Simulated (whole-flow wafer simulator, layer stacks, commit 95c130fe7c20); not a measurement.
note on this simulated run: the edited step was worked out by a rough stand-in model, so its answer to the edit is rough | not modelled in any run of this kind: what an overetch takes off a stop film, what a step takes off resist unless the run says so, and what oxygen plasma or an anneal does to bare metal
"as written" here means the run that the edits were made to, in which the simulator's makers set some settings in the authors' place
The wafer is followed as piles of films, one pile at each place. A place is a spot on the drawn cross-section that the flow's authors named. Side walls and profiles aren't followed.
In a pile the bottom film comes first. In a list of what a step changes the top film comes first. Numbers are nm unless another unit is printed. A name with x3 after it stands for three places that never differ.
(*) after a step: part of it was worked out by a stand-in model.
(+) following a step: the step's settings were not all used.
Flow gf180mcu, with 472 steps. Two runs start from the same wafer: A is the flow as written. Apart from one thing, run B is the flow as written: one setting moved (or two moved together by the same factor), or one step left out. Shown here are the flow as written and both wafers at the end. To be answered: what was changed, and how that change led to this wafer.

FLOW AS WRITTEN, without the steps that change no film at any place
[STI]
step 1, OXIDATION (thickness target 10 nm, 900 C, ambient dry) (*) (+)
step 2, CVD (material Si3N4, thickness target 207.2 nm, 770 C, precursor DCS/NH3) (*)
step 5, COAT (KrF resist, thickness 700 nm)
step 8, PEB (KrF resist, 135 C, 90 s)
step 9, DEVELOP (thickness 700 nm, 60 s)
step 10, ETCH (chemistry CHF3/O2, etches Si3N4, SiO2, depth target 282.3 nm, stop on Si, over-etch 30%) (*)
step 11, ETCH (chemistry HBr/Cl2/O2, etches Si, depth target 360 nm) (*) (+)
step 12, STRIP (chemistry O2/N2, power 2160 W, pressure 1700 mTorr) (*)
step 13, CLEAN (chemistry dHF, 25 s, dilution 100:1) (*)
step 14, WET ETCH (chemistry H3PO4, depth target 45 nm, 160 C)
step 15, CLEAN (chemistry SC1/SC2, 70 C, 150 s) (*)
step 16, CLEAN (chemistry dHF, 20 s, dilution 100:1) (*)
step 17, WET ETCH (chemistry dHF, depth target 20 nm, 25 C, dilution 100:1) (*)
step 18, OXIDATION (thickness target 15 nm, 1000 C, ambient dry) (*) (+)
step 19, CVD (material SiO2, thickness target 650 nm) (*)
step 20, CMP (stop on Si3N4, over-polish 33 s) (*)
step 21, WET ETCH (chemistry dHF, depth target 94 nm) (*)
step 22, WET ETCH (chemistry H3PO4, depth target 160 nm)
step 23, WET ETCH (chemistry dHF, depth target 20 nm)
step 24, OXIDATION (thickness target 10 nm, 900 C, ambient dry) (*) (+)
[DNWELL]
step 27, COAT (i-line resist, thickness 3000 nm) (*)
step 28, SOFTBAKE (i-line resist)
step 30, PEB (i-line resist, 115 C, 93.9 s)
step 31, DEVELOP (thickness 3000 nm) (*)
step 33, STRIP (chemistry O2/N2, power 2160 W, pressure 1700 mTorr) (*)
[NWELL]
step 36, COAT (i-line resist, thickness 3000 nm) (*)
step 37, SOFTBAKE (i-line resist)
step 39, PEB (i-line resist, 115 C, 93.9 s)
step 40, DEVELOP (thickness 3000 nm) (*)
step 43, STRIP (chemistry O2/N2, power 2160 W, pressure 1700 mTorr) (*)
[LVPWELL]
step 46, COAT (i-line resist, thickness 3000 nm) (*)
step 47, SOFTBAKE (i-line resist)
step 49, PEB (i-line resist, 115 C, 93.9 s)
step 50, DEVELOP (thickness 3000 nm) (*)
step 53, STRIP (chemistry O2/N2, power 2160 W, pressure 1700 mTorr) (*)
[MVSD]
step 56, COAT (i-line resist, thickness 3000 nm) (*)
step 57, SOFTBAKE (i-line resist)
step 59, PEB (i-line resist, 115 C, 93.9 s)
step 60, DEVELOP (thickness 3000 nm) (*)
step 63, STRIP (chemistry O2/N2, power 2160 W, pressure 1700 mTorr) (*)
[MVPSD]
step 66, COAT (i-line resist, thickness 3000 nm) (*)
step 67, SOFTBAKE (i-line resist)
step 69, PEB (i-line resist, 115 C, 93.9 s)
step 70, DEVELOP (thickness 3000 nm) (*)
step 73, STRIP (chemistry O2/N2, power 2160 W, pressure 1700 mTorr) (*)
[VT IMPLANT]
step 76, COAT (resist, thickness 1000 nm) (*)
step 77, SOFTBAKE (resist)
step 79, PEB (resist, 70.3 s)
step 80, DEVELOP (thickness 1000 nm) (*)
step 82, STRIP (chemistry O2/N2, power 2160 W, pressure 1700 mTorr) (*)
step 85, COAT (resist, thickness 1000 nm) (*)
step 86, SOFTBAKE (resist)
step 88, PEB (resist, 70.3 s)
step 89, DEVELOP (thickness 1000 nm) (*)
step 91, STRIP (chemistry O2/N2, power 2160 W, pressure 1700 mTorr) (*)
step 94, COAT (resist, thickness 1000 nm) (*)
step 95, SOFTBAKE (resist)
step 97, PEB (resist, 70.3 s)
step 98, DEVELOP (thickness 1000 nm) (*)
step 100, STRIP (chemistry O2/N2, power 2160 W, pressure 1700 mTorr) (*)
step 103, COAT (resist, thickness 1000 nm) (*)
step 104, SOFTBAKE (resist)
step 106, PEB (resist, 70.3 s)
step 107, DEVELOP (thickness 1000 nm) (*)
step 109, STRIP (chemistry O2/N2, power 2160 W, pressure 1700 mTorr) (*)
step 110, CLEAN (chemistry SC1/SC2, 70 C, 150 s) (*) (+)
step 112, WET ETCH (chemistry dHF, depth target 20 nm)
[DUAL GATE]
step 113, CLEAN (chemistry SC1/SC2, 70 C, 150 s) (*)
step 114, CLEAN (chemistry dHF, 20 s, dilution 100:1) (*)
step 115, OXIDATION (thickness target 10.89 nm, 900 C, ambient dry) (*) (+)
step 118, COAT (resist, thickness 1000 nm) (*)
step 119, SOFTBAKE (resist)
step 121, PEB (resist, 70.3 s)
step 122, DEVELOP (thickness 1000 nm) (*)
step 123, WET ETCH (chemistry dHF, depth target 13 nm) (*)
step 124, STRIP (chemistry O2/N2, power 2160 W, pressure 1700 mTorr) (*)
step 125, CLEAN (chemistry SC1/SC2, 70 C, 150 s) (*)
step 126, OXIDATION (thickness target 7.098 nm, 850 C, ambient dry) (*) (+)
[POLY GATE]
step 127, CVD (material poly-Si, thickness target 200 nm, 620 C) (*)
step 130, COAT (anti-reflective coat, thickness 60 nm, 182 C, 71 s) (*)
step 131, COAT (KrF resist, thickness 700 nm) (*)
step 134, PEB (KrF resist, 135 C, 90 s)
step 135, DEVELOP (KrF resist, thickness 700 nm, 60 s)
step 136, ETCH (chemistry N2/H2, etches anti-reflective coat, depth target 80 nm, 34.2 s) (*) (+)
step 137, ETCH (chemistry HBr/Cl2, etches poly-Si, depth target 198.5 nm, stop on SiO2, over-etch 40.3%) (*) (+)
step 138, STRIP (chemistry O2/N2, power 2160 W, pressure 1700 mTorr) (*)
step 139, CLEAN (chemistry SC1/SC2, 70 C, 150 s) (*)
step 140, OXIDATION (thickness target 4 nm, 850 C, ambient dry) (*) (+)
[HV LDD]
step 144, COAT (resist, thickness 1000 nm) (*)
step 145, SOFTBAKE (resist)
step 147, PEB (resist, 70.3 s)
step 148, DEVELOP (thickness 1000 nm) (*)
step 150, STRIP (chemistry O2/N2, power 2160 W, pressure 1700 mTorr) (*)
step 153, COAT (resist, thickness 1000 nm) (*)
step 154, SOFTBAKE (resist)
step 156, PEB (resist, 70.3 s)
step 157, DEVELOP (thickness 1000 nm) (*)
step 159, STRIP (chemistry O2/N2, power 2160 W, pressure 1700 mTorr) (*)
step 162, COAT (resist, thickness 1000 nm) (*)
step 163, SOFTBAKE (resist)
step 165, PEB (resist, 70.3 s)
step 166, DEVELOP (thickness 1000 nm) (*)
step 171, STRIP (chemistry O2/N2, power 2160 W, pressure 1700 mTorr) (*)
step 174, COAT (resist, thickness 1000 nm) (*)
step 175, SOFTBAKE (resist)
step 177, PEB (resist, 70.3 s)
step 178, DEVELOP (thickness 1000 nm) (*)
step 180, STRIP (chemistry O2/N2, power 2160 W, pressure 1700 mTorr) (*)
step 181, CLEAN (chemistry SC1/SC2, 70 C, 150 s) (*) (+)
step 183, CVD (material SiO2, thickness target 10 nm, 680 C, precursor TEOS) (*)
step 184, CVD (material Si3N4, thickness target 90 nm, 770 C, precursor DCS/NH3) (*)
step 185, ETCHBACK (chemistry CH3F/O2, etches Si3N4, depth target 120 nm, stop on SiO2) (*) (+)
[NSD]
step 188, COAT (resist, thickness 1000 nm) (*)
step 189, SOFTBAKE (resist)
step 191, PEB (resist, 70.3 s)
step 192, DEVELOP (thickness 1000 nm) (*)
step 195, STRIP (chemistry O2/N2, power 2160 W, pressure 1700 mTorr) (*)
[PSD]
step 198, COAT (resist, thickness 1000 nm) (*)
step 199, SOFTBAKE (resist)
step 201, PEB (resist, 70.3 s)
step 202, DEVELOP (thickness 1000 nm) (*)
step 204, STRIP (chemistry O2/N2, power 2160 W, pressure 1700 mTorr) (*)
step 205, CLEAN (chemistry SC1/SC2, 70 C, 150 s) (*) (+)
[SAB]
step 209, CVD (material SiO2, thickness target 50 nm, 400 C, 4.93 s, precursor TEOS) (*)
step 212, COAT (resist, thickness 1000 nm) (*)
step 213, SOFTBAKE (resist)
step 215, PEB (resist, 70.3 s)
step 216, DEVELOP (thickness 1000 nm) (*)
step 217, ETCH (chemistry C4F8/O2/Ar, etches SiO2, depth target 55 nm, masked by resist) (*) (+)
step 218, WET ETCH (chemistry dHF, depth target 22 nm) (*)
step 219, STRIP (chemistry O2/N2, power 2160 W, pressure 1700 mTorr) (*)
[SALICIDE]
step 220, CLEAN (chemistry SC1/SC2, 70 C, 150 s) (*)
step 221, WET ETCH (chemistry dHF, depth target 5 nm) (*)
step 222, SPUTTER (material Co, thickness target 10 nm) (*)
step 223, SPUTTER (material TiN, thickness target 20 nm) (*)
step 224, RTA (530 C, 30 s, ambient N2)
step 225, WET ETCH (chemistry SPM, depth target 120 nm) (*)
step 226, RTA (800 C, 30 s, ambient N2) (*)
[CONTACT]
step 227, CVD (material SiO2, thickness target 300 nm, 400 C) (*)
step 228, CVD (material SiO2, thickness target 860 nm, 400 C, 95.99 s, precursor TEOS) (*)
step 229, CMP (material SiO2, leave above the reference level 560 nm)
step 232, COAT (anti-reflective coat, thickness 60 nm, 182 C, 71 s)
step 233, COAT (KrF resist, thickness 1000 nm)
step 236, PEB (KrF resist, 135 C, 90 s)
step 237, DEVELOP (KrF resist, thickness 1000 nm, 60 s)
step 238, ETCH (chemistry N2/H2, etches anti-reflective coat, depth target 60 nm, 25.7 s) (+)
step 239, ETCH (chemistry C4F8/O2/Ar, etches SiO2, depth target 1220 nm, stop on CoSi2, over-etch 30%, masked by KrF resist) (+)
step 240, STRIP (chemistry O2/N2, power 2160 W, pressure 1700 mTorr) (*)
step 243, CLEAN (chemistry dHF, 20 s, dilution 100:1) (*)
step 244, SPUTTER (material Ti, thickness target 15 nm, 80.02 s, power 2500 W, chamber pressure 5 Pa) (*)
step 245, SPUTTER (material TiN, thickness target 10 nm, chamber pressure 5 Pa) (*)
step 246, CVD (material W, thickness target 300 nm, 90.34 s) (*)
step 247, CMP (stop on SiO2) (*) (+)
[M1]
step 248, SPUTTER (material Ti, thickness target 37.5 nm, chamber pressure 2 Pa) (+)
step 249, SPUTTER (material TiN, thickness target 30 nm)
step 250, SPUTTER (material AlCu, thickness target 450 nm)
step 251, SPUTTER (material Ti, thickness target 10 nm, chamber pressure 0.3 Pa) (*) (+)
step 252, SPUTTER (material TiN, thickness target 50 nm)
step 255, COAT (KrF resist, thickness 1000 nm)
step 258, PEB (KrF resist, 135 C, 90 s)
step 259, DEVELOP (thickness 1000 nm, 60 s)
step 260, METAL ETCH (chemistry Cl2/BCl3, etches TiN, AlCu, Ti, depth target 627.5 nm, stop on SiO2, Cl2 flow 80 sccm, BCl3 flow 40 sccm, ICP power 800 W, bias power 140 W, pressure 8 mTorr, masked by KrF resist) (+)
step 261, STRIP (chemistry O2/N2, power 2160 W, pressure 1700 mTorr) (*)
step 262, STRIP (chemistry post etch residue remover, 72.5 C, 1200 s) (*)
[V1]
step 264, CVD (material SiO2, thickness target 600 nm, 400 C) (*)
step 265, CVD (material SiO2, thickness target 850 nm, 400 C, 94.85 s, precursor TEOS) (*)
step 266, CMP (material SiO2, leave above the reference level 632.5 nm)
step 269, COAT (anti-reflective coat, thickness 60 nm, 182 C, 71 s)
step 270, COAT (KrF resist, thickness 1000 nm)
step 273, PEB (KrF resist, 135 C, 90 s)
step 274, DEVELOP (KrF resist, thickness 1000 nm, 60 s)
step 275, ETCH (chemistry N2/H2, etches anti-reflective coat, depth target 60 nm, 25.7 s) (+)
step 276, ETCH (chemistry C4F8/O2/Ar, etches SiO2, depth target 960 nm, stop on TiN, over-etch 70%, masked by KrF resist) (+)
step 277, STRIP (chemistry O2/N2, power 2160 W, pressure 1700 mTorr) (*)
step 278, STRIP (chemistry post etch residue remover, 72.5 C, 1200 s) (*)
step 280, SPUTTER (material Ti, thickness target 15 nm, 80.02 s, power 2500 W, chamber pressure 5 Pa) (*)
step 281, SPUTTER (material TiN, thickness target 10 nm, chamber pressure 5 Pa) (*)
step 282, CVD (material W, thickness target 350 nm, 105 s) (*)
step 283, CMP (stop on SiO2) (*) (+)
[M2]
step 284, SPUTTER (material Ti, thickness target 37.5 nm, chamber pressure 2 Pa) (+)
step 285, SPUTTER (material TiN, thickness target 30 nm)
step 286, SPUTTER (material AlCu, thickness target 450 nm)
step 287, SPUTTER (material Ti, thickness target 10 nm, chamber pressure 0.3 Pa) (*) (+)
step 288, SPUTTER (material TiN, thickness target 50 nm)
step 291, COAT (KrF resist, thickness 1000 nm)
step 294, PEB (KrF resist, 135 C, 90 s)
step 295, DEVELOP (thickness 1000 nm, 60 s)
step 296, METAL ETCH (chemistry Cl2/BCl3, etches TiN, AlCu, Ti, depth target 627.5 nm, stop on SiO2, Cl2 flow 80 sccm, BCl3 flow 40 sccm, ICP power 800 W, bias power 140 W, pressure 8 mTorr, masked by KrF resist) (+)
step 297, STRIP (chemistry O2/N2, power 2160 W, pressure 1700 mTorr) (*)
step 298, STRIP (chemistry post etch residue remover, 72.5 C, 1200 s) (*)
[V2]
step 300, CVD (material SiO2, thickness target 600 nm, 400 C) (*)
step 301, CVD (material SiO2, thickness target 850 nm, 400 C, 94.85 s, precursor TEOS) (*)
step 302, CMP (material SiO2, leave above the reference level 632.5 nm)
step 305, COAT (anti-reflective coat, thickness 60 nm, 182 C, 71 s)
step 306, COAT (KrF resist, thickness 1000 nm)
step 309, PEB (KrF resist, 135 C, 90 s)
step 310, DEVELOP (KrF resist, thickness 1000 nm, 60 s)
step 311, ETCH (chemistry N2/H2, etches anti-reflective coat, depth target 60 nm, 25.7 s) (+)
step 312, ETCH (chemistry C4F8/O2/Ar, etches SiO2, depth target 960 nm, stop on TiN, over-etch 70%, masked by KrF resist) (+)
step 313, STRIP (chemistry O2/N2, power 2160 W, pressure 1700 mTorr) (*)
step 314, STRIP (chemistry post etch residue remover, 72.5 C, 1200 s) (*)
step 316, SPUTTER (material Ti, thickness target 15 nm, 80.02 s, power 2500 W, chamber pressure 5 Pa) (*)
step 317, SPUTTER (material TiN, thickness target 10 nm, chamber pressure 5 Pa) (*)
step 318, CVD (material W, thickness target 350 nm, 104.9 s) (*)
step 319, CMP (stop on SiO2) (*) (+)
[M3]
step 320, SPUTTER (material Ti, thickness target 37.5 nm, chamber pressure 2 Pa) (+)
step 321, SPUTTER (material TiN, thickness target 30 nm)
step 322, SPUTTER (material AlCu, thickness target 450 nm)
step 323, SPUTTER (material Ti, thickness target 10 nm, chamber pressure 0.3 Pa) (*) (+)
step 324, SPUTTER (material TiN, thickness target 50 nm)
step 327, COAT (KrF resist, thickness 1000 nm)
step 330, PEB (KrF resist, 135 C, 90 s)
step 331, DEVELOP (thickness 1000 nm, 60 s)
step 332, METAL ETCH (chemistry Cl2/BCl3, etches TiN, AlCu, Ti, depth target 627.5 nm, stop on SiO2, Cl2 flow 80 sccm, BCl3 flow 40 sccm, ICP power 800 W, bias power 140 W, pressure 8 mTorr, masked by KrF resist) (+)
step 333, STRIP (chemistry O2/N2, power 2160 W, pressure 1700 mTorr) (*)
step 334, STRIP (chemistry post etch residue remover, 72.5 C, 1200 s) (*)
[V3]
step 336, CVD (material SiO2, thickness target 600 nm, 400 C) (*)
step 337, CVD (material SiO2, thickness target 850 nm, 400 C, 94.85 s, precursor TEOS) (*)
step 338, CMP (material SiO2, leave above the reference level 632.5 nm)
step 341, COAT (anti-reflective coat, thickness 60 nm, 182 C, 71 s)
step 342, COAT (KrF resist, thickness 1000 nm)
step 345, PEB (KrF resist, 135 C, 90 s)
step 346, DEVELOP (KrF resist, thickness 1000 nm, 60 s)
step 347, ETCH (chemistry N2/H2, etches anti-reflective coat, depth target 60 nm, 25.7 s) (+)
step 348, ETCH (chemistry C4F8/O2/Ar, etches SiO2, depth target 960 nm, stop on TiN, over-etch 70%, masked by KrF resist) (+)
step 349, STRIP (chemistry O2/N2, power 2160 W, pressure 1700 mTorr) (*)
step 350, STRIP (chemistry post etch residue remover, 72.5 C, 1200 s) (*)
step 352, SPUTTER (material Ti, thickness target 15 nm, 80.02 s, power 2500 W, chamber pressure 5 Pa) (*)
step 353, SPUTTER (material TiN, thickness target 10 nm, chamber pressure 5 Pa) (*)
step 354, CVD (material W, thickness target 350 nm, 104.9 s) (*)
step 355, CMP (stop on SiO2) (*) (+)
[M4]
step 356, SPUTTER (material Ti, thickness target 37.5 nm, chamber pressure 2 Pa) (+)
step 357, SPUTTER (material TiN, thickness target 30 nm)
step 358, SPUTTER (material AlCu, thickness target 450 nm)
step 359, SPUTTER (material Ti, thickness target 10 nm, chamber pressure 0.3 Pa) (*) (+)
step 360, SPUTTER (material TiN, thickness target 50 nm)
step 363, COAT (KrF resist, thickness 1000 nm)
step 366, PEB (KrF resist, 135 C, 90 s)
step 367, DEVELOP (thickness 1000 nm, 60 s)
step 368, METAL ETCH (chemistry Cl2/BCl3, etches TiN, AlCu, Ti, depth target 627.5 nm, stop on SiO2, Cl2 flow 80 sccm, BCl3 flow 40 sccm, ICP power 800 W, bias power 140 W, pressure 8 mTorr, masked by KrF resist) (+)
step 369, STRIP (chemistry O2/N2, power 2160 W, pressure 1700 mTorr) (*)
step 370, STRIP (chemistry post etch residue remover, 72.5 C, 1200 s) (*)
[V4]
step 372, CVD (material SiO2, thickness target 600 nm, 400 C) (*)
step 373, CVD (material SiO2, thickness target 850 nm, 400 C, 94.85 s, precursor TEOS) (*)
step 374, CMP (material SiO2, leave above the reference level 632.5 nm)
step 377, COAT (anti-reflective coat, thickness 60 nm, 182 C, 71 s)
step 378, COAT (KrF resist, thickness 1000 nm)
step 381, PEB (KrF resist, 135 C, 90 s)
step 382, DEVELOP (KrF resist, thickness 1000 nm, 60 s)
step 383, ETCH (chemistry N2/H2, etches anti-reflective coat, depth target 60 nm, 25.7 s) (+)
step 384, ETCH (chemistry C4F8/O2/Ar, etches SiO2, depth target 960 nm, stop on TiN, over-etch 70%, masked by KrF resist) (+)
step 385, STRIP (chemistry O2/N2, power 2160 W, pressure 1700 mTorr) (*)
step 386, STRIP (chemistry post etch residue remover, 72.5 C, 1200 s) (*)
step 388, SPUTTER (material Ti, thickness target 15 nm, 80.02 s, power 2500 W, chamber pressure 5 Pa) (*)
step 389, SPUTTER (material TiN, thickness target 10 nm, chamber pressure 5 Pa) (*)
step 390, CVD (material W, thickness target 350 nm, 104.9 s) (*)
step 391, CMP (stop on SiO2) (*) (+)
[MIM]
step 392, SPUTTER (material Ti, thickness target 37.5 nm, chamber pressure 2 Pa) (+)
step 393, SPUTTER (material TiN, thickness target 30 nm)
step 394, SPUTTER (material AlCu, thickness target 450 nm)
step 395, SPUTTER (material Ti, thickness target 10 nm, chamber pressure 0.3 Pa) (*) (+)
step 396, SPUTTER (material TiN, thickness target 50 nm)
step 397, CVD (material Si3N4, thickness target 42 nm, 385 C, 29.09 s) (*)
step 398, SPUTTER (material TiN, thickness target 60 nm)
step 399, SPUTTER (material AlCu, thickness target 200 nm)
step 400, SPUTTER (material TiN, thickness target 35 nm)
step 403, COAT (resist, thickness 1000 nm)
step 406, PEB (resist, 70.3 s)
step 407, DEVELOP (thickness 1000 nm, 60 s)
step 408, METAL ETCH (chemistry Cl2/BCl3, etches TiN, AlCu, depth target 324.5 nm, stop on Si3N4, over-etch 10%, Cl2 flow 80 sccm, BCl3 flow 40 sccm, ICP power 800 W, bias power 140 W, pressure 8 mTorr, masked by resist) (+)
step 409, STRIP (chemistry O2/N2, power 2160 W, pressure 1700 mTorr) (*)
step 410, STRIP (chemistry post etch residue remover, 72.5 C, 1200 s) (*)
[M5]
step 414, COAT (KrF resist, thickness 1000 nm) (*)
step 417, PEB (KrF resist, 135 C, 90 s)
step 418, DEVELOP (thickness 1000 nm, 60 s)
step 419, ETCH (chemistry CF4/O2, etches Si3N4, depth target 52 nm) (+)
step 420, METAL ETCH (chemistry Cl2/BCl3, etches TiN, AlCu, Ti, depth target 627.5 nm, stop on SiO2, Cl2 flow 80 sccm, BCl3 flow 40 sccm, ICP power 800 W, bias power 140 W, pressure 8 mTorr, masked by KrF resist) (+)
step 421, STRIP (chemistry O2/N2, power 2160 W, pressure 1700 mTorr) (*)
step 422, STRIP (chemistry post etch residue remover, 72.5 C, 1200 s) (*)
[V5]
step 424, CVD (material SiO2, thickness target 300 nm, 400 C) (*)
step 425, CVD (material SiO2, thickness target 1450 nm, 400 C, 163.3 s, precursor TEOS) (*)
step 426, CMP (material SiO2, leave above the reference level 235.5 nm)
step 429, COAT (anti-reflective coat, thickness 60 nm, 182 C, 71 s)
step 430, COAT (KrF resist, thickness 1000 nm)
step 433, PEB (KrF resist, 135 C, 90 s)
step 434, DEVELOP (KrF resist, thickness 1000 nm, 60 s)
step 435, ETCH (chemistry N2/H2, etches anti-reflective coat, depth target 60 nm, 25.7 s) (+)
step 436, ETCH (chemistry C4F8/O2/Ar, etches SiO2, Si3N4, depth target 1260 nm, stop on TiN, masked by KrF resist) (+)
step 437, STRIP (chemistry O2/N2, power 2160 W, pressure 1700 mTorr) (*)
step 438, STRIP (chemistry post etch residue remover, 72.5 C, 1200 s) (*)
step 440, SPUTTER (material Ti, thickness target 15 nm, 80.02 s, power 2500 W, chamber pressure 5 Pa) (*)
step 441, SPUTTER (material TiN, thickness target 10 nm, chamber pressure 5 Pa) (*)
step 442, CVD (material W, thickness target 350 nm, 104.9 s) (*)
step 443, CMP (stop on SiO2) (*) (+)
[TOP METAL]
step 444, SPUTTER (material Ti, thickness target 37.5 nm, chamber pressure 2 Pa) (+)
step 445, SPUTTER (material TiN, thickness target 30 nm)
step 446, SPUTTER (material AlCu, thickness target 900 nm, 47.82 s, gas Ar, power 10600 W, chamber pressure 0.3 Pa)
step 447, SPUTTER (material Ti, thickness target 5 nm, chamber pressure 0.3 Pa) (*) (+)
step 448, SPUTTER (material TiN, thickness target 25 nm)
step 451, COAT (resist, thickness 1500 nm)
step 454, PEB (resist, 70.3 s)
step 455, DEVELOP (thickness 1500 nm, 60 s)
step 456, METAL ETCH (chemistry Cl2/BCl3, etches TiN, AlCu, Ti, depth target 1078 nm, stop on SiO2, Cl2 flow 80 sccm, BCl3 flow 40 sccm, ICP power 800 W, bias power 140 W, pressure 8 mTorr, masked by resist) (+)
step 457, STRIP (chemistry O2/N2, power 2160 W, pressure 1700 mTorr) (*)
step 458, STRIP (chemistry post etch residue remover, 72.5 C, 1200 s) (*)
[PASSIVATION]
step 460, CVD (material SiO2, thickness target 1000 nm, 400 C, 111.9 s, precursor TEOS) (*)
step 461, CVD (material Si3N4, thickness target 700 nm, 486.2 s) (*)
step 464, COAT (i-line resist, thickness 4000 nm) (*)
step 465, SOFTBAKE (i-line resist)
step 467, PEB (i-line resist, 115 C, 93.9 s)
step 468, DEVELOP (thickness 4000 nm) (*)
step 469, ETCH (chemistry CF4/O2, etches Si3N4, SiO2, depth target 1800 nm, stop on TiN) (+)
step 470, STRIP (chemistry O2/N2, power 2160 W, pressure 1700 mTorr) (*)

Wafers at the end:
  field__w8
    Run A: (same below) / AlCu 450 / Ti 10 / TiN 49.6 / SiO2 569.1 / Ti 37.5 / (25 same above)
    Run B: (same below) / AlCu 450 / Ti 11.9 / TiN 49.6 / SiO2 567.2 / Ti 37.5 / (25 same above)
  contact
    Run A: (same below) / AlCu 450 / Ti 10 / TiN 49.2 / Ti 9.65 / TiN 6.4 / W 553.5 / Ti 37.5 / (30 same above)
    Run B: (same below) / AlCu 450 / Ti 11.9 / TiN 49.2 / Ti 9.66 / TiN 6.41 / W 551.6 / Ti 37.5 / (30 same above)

Cause: step 287, SPUTTER: thickness target 11.9 nm was run, whereas the flow has thickness target 10 nm.
The wafer itself shows it: field__w8 has Ti 11.9, and step 287 as written asks for 10 nm.

Step by step, how the change led to this:
  step 287, SPUTTER (material Ti, thickness target 10 nm, chamber pressure 0.3 Pa) (*) (+)
      field, field__w1, field__w2 and 108 more: A +10 Ti (new film) | B +11.9 Ti (new film)
  step 296, METAL ETCH (chemistry Cl2/BCl3, etches TiN, AlCu, Ti, depth target 627.5 nm, stop on SiO2, Cl2 flow 80 sccm, BCl3 flow 40 sccm, ICP power 800 W, bias power 140 W, pressure 8 mTorr, masked by KrF resist) (+)
      field, field__w1, field__w2 and 103 more: A -50 TiN (all of it), -10 Ti (all of it), -450 AlCu (all of it), -30 TiN (all of it), -37.5 Ti (all of it) | B -50 TiN (all of it), -11.9 Ti (all of it), -450 AlCu (all of it), -30 TiN (all of it), -37.5 Ti (all of it)
